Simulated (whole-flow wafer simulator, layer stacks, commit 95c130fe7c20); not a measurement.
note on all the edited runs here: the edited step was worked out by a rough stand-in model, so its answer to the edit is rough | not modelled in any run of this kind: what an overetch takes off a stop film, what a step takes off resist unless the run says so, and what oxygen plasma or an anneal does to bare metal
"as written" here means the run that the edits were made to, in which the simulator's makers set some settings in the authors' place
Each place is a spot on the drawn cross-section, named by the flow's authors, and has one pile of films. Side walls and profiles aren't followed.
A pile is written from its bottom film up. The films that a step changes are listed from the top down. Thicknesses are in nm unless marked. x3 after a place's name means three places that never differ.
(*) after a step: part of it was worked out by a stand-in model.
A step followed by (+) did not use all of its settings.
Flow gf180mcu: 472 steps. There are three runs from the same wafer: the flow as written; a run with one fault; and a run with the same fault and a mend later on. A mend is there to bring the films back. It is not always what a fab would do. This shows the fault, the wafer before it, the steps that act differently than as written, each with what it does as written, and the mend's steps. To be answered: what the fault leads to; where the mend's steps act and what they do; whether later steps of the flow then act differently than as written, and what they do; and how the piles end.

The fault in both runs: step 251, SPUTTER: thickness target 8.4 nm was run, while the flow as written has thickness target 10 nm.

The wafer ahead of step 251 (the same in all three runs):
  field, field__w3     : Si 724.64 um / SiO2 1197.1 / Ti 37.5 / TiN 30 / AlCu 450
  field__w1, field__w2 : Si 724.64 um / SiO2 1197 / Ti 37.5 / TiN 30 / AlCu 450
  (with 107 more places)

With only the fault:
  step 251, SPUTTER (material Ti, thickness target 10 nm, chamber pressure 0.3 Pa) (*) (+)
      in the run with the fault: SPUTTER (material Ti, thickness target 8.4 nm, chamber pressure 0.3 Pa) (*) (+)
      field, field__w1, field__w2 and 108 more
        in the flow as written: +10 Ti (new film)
        in the run with the fault: +8.4 Ti (new film)
  Later steps of the flow acting differently than as written (4 more steps, not shown, differ only slightly: by at most 2% or 0.5 nm, whichever is larger):
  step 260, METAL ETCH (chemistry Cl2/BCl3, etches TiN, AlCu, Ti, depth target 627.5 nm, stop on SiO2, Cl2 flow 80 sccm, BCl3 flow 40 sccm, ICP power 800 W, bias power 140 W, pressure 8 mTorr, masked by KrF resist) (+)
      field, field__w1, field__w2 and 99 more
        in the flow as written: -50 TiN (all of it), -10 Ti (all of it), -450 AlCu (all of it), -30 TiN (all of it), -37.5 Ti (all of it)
        in the run with the fault: -50 TiN (all of it), -8.4 Ti (all of it), -450 AlCu (all of it), -30 TiN (all of it), -37.5 Ti (all of it)
  At field__w8, contact, m1 and 6 more, the piles at the end differ from the flow's by more than 2% or 0.5 nm, whichever is larger.
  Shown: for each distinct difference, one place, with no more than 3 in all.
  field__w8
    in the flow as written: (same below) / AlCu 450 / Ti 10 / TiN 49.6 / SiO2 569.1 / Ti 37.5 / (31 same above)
    in the run with the fault: (same below) / AlCu 450 / Ti 8.4 / TiN 49.6 / SiO2 570.7 / Ti 37.5 / (31 same above)
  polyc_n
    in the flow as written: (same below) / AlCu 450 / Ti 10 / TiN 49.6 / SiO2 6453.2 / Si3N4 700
    in the run with the fault: (same below) / AlCu 450 / Ti 8.4 / TiN 49.6 / SiO2 6454.8 / Si3N4 700
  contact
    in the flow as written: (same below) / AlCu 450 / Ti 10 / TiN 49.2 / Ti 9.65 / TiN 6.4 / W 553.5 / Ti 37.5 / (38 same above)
    in the run with the fault: (same below) / AlCu 450 / Ti 8.4 / TiN 49.2 / Ti 9.64 / TiN 6.4 / W 555.1 / Ti 37.5 / (38 same above)

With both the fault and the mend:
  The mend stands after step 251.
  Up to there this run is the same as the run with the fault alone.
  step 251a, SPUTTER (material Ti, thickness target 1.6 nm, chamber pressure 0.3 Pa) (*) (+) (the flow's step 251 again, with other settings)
      field, field__w1, field__w2 and 108 more
        +1.6 Ti
  Every later step of the flow that is run acts as written at every place that is followed.
  The piles end the same as the flow's at every place that both follow.
